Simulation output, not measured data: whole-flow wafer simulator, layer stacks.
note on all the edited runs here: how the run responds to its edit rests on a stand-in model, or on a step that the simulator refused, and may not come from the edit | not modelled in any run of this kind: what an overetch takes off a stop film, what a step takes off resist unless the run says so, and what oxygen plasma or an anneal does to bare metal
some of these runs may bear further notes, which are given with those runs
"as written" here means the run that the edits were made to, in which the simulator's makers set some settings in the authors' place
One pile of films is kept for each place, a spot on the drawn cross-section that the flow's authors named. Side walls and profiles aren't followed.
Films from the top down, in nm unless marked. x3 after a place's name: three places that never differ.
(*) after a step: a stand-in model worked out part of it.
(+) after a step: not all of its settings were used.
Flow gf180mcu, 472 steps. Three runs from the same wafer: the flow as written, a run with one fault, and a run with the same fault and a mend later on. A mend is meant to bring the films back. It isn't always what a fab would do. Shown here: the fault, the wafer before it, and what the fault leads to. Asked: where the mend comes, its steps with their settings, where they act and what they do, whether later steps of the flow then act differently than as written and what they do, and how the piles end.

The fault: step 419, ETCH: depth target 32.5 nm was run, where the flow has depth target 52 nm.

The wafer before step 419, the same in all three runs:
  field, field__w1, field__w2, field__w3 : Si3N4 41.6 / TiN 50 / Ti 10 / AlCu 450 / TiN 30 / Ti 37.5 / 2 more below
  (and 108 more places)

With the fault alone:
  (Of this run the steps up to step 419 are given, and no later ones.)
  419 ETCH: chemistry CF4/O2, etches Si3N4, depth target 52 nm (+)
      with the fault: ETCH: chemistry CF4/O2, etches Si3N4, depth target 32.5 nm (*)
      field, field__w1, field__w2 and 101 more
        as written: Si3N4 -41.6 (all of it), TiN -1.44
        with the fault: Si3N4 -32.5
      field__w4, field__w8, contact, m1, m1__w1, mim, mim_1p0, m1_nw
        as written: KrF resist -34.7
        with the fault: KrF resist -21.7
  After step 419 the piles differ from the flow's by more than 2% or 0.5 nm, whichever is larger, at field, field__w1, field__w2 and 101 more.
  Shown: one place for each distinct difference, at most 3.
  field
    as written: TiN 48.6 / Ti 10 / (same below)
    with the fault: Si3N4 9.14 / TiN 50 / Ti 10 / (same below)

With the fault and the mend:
  The mend comes after step 419.
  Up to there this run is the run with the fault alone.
  419a ETCH: chemistry CF4/O2, etches Si3N4, depth target 19.5 nm (*) (+) (the flow's step 419 once more, with other settings)
      field, field__w1, field__w2 and 101 more
        Si3N4 -9.14 (all of it), TiN -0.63
      field__w4, field__w8, contact, m1, m1__w1, mim, mim_1p0, m1_nw
        KrF resist -9.14
  No later step of the flow acts differently than as written, at any place that is followed, by more than 2% or 0.5 nm, whichever is larger.
  At the end the piles are the same as the flow's at every place that both follow.
